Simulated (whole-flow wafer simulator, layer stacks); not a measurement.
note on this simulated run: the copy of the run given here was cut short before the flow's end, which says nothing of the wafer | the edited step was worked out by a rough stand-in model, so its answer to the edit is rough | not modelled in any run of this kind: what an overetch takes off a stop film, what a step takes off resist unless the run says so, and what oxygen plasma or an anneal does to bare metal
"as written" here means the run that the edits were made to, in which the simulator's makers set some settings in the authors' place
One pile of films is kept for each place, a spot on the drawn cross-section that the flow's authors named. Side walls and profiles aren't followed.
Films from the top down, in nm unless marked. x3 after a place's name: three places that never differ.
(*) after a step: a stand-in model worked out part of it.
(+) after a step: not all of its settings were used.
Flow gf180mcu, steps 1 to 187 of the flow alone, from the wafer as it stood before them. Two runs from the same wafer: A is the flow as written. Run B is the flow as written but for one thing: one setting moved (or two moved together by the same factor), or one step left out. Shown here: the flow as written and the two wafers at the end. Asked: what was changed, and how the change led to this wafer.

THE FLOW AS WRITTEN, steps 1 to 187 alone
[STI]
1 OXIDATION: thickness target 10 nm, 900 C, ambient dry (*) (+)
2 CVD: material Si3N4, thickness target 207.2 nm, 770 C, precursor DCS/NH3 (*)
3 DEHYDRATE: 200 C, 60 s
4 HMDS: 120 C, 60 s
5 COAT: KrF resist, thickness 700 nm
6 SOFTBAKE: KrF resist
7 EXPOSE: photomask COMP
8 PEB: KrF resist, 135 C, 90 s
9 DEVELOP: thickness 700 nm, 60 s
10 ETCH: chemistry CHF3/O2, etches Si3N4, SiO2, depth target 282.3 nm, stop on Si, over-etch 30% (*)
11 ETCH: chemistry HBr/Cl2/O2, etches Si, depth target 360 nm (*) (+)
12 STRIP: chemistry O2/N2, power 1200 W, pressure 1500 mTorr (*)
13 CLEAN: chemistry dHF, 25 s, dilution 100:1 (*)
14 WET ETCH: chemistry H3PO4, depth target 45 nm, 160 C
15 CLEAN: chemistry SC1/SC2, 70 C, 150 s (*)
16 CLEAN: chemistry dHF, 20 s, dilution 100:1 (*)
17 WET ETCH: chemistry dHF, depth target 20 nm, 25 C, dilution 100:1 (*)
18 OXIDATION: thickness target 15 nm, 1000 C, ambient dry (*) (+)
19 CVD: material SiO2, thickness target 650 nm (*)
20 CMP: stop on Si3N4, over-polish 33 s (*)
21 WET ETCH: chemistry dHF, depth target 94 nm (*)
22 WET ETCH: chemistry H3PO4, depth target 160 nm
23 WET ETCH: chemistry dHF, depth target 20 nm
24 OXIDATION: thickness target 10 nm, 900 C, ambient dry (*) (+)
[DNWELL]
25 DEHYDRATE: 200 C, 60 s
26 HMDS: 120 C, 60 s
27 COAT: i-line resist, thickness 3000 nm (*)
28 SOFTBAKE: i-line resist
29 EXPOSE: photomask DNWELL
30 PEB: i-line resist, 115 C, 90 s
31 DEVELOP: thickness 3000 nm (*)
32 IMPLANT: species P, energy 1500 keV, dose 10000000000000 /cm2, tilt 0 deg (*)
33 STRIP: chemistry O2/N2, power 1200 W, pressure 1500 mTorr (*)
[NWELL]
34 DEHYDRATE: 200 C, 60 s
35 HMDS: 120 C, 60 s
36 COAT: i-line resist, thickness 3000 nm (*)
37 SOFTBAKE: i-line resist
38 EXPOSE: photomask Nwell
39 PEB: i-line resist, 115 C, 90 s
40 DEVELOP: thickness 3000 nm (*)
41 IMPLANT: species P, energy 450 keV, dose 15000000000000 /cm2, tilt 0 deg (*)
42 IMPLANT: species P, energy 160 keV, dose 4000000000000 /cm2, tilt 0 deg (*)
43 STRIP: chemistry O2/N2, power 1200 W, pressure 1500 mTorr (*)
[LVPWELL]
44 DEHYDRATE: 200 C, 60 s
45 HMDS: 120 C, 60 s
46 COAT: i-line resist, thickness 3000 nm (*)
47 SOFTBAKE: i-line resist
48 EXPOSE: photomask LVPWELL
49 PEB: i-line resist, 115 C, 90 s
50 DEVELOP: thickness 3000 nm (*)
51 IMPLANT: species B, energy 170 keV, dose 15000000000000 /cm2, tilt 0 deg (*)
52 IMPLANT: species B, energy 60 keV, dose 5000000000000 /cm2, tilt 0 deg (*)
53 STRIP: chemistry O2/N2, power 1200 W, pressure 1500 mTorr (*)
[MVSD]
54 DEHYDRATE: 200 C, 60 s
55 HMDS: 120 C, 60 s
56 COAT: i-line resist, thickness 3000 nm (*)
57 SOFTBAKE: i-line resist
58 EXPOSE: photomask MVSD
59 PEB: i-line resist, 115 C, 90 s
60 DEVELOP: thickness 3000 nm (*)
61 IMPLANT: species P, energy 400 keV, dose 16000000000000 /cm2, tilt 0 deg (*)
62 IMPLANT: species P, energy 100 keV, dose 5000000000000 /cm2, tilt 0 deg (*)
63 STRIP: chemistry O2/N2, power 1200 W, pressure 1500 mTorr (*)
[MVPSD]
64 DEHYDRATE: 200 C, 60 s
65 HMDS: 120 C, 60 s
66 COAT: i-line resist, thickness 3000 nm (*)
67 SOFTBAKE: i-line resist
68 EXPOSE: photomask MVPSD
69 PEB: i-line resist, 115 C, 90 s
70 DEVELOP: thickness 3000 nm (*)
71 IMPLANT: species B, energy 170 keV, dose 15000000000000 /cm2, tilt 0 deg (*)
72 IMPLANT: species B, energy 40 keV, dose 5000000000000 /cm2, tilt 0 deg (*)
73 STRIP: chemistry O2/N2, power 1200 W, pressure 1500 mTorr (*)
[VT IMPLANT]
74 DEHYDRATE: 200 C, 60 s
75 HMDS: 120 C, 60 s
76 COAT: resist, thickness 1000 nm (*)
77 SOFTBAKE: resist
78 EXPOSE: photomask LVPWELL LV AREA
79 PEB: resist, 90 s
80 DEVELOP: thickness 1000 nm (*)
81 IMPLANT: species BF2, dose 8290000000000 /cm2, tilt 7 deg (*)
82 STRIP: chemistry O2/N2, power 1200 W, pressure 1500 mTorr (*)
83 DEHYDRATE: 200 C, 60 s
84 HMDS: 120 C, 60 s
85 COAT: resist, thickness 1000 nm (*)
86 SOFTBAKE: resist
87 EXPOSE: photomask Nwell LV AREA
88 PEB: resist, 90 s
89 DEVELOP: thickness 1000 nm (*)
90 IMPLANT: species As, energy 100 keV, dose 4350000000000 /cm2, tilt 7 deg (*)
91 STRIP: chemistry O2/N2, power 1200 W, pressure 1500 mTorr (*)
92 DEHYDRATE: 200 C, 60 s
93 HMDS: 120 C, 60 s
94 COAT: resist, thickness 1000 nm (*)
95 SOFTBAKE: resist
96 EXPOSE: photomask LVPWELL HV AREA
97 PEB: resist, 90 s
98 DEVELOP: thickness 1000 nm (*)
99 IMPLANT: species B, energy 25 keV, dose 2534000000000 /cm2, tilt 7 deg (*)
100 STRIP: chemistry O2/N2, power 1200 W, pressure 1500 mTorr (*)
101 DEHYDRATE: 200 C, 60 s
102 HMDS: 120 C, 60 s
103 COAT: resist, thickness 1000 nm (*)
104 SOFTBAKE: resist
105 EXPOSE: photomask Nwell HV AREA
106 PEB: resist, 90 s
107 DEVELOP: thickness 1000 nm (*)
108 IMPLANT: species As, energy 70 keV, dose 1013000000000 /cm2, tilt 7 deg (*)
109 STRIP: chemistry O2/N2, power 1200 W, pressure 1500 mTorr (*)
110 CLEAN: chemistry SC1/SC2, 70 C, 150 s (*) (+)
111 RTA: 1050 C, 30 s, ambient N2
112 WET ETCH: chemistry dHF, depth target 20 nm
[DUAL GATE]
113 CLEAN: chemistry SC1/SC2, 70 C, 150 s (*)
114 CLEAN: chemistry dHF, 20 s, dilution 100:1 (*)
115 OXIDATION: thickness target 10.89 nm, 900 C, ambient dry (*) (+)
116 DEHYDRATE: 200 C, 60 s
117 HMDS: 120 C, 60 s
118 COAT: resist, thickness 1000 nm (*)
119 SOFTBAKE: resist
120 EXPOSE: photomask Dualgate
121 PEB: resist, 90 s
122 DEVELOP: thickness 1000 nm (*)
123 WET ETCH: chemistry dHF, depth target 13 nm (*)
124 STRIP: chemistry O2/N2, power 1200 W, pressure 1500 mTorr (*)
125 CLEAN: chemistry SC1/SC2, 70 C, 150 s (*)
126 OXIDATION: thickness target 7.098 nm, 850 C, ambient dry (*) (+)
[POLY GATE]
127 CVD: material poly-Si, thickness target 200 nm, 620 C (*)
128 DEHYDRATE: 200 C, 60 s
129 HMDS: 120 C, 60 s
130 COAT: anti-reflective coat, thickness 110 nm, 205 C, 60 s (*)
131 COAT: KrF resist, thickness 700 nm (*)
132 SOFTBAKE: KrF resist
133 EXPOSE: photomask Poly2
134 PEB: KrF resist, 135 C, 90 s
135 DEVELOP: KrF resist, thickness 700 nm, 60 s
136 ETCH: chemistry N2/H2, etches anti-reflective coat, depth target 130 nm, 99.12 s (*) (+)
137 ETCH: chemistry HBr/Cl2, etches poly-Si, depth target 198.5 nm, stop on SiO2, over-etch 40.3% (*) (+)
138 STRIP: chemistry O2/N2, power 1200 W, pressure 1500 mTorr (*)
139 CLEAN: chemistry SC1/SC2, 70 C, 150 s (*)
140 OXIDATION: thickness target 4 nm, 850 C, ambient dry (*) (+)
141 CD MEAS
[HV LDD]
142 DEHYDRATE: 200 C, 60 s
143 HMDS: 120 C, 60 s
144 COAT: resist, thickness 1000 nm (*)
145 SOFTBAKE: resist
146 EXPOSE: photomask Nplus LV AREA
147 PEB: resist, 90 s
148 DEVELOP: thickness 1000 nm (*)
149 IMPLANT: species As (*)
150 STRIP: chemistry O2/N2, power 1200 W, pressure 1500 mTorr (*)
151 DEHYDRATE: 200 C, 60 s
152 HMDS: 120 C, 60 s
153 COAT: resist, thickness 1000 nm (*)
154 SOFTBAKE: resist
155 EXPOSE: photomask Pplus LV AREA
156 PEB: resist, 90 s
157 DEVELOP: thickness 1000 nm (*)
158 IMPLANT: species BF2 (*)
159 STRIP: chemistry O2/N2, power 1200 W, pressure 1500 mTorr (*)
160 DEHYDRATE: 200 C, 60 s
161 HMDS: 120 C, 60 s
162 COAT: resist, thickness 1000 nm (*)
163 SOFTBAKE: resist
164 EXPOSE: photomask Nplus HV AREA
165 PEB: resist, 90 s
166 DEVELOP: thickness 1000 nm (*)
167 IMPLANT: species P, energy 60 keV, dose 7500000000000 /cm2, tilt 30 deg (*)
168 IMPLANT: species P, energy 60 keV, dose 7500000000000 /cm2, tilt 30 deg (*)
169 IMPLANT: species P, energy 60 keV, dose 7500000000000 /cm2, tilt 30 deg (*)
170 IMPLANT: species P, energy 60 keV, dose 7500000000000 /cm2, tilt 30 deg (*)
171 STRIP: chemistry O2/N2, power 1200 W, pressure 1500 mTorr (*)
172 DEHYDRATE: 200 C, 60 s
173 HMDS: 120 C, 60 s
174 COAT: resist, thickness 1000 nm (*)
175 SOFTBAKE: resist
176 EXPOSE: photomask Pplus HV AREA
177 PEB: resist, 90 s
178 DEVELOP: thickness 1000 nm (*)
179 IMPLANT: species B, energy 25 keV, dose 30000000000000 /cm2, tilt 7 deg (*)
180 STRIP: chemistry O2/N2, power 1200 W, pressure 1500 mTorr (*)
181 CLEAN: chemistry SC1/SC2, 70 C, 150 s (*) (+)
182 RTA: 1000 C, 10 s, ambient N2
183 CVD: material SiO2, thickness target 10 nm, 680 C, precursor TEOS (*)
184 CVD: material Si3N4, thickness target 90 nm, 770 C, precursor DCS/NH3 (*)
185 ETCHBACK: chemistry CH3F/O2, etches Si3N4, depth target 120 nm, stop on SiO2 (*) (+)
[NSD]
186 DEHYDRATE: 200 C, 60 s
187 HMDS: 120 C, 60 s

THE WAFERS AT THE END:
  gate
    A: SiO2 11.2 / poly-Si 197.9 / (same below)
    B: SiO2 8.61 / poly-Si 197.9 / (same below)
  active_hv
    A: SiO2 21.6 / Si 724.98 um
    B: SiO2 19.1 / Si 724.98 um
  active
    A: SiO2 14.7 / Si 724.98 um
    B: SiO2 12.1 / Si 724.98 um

The cause: step 183, CVD: 668 C was run, where the flow has 680 C.

How the change led to this, step by step:
  183 CVD: material SiO2, thickness target 10 nm, 680 C, precursor TEOS (*)
      field, field__w1, field__w2 and 99 more: A SiO2 +10 | B SiO2 +7.45
      ld_drift_p: A SiO2 +9.87 | B SiO2 +7.35
      (and at 1 more place)
